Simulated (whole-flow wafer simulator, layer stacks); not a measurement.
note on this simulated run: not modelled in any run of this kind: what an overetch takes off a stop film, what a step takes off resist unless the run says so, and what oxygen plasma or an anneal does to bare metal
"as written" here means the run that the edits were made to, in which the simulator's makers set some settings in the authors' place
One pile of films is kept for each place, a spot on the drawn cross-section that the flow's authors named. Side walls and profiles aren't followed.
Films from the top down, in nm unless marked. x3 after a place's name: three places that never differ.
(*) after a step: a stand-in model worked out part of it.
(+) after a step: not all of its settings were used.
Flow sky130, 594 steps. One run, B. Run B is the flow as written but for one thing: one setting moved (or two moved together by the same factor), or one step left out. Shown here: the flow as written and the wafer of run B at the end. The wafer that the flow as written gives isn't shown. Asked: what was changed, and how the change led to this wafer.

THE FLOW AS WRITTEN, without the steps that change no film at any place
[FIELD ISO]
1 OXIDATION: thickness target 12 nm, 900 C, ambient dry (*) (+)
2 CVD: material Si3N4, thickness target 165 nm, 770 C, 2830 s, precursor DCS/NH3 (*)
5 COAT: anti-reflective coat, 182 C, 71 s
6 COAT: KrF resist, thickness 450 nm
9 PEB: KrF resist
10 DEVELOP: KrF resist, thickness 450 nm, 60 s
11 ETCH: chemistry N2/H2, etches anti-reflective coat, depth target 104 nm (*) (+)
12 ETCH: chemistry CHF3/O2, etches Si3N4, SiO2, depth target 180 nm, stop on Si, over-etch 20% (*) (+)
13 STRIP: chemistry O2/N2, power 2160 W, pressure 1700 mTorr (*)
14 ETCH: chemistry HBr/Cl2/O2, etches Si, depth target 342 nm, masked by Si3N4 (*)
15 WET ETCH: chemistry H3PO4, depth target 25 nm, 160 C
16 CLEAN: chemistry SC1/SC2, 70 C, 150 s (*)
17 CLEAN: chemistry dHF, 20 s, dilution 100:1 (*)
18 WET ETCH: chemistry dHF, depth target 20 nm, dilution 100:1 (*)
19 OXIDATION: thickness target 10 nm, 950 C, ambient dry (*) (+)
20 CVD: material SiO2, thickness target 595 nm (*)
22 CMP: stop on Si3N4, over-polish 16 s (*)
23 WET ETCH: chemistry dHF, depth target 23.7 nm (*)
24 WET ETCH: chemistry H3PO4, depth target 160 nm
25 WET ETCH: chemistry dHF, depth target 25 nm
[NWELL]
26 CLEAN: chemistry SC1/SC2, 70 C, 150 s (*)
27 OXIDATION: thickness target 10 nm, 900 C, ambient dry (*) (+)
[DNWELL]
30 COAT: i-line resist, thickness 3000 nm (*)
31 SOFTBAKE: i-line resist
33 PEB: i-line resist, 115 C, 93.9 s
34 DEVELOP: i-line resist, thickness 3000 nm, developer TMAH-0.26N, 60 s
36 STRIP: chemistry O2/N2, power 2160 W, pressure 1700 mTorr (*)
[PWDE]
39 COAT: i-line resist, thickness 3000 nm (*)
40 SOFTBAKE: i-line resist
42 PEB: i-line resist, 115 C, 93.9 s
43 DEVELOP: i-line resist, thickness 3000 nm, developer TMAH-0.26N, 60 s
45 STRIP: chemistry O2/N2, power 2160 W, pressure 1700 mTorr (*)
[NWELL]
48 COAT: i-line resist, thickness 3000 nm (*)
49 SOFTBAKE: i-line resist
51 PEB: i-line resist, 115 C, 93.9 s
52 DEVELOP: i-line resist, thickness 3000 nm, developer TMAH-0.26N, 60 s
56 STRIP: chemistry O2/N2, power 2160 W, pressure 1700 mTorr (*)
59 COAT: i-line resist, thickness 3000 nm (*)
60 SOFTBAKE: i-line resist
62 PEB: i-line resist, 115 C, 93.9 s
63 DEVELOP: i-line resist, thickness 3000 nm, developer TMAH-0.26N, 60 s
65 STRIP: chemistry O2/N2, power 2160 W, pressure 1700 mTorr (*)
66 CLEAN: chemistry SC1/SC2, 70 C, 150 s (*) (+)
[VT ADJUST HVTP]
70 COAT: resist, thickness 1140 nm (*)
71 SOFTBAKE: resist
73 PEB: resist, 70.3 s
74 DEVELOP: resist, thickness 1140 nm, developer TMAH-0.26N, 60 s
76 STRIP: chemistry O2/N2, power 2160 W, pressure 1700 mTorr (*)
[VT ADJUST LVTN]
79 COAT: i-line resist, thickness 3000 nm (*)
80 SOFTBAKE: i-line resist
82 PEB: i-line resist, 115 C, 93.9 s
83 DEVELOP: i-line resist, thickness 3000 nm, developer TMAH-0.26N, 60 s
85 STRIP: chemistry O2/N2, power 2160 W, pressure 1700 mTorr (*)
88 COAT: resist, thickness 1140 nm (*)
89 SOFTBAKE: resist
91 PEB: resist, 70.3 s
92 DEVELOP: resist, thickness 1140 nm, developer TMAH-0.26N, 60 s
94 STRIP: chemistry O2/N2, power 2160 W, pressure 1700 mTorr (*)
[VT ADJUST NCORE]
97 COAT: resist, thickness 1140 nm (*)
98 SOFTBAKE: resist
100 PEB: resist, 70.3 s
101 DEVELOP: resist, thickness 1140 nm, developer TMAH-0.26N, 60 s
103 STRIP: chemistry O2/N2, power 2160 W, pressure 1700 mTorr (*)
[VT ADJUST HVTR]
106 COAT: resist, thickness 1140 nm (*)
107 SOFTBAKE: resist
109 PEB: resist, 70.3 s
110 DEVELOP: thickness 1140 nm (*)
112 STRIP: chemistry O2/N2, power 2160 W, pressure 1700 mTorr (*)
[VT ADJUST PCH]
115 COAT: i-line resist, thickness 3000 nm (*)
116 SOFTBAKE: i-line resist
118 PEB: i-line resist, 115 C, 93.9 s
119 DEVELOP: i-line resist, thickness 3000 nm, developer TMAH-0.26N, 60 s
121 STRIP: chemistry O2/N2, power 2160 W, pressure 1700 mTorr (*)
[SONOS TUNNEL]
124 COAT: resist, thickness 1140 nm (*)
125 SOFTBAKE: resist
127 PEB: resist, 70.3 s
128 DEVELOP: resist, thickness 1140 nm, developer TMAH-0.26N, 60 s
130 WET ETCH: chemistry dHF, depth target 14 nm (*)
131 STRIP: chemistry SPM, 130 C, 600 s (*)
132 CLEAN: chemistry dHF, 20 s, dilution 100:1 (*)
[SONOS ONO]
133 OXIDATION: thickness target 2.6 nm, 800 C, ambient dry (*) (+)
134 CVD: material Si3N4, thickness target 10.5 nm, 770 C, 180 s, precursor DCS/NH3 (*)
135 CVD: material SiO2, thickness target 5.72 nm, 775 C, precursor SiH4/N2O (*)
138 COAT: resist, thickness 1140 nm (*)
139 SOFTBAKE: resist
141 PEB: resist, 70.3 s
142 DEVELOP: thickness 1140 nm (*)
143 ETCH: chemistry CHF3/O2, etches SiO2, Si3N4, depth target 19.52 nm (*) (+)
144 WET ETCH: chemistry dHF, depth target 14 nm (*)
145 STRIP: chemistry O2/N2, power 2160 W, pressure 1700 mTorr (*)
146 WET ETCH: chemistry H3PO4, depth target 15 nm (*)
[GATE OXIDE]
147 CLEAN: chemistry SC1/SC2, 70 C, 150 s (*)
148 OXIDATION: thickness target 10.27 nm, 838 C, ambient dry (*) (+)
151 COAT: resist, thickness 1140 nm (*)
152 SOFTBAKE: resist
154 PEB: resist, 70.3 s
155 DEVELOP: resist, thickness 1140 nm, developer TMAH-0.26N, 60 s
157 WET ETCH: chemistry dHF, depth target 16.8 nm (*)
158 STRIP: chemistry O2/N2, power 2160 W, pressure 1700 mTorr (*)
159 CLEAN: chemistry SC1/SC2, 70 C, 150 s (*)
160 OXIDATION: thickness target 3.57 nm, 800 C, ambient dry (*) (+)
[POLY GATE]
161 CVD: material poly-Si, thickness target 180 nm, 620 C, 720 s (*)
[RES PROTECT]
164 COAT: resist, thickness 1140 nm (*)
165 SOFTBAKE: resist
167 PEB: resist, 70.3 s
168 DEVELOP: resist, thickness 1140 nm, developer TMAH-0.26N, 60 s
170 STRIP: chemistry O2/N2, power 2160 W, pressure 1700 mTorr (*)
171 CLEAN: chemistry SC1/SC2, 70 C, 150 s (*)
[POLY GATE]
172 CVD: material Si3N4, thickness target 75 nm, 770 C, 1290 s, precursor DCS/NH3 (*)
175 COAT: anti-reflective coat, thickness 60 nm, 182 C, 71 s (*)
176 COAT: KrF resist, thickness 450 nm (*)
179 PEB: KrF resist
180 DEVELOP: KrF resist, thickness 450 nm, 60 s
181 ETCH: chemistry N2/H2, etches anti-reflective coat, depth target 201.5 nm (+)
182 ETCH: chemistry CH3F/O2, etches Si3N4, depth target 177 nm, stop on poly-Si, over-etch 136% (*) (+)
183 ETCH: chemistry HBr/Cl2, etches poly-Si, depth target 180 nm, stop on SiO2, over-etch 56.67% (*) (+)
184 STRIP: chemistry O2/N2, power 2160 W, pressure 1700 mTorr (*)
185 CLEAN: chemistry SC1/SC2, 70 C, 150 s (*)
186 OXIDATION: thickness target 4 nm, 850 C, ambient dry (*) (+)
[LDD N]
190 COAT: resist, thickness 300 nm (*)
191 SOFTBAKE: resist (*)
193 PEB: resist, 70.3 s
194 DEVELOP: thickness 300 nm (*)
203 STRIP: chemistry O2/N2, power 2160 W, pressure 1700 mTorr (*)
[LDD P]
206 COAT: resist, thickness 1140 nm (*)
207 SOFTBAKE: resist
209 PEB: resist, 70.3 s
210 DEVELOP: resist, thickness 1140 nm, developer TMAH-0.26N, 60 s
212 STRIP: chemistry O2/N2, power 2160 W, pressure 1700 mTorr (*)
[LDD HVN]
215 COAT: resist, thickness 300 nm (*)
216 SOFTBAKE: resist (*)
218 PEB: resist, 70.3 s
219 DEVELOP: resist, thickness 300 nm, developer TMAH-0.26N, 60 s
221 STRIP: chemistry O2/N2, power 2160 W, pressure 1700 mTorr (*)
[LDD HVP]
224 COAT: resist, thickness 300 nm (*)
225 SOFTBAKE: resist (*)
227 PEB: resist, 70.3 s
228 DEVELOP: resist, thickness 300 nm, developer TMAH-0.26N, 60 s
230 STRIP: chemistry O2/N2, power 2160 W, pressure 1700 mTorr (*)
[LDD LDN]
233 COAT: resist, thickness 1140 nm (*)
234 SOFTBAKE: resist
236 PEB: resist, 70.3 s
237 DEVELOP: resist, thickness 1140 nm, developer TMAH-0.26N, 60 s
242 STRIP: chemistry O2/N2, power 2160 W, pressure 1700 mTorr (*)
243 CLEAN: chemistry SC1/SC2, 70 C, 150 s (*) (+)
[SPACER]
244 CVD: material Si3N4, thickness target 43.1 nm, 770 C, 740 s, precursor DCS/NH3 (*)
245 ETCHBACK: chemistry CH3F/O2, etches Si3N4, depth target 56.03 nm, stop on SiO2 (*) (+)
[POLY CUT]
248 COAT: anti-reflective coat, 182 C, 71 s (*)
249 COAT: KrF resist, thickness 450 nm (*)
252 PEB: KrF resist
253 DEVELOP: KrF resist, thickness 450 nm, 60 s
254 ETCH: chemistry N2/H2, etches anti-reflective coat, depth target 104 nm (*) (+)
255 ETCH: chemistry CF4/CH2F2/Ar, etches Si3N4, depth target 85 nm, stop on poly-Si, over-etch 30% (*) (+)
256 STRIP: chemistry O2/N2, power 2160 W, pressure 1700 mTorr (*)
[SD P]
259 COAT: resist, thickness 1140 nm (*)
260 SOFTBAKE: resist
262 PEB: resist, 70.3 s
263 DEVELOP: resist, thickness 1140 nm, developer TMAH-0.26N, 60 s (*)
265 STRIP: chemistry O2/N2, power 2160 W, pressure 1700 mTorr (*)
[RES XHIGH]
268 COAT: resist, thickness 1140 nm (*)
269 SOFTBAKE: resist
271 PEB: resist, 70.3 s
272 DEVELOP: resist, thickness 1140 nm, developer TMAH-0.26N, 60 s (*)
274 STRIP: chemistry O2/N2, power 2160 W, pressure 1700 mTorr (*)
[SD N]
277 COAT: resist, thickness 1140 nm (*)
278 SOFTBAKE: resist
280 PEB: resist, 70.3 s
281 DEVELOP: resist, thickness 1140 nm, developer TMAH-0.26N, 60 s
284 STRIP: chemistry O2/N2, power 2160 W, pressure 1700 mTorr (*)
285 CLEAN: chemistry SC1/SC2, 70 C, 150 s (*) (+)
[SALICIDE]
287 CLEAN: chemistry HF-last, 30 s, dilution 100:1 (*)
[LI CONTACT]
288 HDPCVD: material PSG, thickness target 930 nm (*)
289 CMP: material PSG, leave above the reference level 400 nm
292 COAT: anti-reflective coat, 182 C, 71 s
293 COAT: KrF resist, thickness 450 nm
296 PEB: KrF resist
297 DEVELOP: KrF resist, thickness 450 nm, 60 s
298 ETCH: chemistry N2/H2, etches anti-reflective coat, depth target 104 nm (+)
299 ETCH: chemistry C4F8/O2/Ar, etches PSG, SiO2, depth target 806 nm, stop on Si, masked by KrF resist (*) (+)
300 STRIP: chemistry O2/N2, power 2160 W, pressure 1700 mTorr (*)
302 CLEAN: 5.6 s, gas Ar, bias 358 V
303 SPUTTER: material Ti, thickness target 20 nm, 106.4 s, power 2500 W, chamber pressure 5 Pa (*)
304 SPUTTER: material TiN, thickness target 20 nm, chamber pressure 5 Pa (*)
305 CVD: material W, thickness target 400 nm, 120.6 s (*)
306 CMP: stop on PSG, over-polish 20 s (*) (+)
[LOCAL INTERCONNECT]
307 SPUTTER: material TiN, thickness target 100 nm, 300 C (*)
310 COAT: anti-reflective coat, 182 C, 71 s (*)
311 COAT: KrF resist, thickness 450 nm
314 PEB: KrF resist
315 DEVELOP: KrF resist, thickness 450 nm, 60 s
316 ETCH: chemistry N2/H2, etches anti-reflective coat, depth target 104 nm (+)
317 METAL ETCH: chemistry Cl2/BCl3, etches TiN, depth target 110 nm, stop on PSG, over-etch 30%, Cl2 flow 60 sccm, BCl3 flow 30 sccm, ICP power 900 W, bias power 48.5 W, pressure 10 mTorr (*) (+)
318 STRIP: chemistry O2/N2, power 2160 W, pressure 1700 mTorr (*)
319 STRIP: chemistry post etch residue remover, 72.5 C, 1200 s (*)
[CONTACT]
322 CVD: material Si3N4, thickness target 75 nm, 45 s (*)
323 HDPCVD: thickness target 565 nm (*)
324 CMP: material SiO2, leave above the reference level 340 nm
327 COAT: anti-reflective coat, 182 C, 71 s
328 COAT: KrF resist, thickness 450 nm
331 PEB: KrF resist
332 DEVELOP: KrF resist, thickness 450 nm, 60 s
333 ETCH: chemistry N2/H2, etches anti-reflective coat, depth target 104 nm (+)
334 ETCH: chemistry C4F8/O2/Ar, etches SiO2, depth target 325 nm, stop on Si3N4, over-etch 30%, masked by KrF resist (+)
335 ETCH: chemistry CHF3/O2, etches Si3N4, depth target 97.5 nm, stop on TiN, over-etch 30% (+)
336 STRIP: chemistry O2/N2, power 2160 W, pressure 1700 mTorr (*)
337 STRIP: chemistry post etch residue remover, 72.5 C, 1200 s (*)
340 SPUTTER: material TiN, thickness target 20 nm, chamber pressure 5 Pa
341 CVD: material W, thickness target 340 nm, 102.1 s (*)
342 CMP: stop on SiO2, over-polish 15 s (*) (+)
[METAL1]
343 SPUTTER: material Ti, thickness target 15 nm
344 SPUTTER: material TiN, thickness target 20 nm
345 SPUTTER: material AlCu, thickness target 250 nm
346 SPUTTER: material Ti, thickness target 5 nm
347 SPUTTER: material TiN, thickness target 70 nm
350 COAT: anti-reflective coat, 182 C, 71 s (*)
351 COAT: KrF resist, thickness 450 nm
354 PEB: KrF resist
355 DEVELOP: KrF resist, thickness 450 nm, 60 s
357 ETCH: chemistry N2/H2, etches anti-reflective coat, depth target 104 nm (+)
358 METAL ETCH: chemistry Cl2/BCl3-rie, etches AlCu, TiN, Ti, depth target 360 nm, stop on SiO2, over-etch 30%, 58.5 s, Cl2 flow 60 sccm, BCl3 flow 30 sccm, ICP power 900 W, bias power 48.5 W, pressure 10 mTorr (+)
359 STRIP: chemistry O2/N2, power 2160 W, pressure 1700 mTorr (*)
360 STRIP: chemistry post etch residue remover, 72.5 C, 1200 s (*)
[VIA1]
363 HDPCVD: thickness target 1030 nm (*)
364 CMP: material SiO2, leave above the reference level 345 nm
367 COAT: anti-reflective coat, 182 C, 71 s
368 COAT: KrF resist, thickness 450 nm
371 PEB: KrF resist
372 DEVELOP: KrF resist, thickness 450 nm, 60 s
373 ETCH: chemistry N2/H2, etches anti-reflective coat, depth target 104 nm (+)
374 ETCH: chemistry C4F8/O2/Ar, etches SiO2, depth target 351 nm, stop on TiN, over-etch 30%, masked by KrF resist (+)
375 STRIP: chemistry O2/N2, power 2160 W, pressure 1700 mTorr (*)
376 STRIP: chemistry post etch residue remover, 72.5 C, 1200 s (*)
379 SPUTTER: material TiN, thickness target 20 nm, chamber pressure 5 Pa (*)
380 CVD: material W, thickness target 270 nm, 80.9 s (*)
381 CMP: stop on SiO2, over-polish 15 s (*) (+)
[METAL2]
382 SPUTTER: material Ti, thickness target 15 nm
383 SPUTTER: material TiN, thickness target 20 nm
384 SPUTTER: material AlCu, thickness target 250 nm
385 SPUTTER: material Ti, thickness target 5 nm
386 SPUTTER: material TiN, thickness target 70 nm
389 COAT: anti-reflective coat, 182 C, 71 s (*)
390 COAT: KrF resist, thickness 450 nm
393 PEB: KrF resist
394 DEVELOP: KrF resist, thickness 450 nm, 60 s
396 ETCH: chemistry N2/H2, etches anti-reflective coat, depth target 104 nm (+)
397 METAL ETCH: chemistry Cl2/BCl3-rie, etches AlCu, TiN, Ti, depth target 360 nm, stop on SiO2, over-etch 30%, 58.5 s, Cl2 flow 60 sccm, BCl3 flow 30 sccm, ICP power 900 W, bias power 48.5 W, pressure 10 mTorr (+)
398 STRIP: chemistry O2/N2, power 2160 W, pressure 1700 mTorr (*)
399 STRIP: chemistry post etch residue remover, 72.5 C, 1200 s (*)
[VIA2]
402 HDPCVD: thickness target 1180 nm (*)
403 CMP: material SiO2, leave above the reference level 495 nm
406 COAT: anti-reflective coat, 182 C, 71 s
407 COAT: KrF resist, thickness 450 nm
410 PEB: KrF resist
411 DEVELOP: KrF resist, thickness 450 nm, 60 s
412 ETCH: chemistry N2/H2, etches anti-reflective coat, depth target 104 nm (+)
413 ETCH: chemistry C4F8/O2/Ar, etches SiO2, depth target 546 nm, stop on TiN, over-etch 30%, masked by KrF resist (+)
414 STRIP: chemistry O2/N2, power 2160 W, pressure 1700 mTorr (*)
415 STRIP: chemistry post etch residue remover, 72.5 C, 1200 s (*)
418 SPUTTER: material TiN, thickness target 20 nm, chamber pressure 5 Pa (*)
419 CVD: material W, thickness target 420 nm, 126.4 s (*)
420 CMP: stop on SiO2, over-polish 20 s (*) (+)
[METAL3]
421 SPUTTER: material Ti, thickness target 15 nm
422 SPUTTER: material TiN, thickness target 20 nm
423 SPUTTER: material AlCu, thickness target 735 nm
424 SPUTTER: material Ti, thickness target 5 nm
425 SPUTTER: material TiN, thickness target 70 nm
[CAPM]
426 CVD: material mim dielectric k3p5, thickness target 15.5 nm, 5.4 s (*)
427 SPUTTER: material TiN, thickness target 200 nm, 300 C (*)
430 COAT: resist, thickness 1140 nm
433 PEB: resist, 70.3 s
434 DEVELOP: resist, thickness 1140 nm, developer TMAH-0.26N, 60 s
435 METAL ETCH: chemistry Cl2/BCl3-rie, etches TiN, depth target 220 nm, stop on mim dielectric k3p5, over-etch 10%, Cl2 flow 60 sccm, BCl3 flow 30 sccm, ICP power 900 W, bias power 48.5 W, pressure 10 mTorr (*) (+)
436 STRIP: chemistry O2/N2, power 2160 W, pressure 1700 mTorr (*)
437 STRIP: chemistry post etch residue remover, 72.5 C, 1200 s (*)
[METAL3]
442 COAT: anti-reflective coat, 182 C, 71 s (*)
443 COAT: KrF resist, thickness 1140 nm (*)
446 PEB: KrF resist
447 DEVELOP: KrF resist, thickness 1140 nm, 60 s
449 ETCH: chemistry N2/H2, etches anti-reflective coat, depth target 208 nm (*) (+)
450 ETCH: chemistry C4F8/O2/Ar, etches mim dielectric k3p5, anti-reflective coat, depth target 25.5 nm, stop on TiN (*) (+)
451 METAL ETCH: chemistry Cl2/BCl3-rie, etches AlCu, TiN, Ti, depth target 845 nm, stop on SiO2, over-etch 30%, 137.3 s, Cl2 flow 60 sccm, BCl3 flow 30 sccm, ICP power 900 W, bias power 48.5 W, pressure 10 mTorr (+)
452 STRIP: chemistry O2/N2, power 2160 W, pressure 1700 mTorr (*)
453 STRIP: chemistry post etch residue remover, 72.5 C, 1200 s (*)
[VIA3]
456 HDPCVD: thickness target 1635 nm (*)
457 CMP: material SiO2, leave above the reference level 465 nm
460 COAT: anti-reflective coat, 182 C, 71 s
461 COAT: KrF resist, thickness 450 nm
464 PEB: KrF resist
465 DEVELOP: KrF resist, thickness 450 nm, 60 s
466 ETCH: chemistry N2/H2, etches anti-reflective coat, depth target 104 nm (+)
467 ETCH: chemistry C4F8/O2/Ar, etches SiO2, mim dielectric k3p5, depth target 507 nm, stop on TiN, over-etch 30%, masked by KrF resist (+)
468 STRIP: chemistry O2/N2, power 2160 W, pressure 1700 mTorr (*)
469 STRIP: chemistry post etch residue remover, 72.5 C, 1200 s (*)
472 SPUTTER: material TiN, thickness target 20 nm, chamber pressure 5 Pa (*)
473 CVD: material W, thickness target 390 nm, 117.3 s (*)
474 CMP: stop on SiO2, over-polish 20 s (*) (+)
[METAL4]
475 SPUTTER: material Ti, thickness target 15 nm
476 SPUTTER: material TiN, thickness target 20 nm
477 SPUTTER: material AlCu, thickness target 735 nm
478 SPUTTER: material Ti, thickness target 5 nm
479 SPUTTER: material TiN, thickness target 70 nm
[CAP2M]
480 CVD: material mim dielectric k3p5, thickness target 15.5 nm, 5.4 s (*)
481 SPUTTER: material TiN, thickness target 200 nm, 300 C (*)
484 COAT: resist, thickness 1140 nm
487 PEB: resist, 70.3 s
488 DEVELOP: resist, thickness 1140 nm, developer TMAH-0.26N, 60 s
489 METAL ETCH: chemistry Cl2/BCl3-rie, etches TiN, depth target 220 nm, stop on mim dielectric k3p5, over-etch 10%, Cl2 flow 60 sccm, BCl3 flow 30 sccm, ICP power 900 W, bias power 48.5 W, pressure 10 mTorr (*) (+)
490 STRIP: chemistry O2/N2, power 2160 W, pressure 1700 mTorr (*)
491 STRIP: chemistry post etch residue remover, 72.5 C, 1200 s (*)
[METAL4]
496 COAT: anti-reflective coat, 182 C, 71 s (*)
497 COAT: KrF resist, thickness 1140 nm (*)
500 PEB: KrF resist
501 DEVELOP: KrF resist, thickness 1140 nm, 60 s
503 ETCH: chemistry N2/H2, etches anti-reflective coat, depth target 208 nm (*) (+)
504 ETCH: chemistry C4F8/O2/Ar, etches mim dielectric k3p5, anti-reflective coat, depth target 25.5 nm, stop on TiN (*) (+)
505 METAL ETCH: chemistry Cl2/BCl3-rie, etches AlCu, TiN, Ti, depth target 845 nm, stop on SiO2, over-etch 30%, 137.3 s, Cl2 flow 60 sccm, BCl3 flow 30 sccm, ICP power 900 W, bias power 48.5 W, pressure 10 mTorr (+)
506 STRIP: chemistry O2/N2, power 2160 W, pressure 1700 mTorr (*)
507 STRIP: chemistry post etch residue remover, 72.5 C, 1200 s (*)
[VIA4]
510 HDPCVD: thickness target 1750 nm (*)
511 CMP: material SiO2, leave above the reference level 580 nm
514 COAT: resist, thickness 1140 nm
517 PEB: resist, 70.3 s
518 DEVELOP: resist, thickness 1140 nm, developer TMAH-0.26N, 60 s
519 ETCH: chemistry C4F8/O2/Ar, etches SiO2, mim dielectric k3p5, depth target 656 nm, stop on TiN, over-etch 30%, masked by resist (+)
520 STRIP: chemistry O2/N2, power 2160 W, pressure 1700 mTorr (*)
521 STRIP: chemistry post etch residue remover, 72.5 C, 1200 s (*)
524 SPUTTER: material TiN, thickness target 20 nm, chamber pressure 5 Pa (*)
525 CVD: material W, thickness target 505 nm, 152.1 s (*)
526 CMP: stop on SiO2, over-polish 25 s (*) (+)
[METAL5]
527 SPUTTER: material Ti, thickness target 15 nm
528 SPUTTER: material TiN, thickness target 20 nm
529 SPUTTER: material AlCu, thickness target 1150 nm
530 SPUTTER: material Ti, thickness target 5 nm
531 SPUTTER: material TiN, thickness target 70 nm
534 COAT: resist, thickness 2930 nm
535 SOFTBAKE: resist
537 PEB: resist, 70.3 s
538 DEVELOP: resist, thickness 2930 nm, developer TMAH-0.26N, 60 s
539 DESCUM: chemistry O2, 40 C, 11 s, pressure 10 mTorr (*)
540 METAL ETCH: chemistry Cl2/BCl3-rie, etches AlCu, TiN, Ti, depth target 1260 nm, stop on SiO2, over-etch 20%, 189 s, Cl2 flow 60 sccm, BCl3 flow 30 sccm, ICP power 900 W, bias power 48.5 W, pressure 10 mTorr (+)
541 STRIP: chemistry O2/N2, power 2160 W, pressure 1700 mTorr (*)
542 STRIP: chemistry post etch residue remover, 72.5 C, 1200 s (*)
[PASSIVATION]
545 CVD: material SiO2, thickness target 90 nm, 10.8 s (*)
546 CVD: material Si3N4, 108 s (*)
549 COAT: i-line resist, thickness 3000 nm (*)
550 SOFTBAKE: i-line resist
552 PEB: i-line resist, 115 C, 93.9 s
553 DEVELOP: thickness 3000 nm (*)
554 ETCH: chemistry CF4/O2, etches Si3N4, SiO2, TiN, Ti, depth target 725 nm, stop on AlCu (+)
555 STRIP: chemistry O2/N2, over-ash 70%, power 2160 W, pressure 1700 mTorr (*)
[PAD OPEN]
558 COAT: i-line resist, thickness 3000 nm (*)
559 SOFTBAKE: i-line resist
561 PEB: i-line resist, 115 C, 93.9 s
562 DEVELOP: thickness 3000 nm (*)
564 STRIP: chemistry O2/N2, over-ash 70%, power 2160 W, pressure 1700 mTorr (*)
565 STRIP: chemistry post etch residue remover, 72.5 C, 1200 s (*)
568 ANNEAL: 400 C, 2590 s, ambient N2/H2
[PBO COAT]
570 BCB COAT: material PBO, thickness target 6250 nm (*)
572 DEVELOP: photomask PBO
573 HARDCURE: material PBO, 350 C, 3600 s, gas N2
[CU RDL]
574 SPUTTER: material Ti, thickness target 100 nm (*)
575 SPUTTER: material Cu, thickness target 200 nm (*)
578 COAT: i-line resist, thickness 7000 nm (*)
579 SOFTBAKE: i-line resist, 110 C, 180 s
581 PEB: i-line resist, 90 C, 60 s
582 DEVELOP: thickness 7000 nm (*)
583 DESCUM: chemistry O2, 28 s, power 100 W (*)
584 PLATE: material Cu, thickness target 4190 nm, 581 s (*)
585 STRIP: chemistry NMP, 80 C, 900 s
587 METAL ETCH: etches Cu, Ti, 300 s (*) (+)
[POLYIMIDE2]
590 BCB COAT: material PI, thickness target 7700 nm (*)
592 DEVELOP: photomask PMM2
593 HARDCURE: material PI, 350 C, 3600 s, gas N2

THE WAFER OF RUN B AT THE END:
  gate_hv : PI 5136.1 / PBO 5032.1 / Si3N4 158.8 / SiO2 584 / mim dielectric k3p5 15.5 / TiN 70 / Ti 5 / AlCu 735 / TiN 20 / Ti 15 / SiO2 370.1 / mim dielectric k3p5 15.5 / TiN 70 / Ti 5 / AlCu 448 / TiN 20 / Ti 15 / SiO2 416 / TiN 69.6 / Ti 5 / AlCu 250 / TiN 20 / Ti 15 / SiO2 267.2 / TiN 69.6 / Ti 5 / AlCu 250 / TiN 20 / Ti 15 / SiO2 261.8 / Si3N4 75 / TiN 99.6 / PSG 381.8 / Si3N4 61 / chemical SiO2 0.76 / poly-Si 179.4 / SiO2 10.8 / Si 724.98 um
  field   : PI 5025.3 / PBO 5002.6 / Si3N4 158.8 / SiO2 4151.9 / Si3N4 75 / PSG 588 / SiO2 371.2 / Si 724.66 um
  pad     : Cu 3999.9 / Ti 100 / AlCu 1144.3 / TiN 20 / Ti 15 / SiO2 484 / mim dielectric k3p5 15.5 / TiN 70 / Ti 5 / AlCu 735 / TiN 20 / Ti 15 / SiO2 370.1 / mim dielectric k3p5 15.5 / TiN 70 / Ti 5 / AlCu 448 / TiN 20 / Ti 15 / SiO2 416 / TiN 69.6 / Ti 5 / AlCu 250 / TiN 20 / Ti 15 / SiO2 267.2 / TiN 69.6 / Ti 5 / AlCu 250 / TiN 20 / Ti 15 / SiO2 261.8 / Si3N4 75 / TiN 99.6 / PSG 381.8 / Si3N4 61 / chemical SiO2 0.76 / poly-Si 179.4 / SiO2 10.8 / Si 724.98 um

The cause: step 423, SPUTTER: thickness target 448 nm was run, where the flow has thickness target 735 nm.
It can be read off the wafer: gate_hv has AlCu 448, and step 423 as written asks for 735 nm.

How the change led to this, step by step:
  423 SPUTTER: material AlCu, thickness target 735 nm
      field, active, n_well and 188 more: AlCu +448 (new film) (as written it would be: AlCu +735 (new film))
  451 METAL ETCH: chemistry Cl2/BCl3-rie, etches AlCu, TiN, Ti, depth target 845 nm, stop on SiO2, over-etch 30%, 137.3 s, Cl2 flow 60 sccm, BCl3 flow 30 sccm, ICP power 900 W, bias power 48.5 W, pressure 10 mTorr (+)
      field, gate, spacer and 61 more: TiN -70 (all of it), Ti -5 (all of it), AlCu -448 (all of it), TiN -20 (all of it), Ti -15 (all of it), SiO2 -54 (as written it would be: TiN -70 (all of it), Ti -5 (all of it), AlCu -735 (all of it), TiN -20 (all of it), Ti -15 (all of it), SiO2 -25.4)
      active, vpp_l1ln, via_li1, sonos_guard_hv, iso_guard_nw, rxpo_ln, rpm_encl_urpm: TiN -70 (all of it), Ti -5 (all of it), AlCu -448 (all of it), TiN -20 (all of it), Ti -15 (all of it), SiO2 -54 (as written it would be: TiN -70 (all of it), Ti -5 (all of it), AlCu -735 (all of it), TiN -20 (all of it), Ti -15 (all of it), SiO2 -25.3)
      (and at 14 more places)
  457 CMP: material SiO2, leave above the reference level 465 nm
      field, active, gate and 77 more: SiO2 -633 (as written it would be: SiO2 -374.7)
      vpp_iso1, m1_ln, vpp_l1ln, via1_hole, m1_ln_cd: SiO2 -632.9 (as written it would be: SiO2 -374.7)
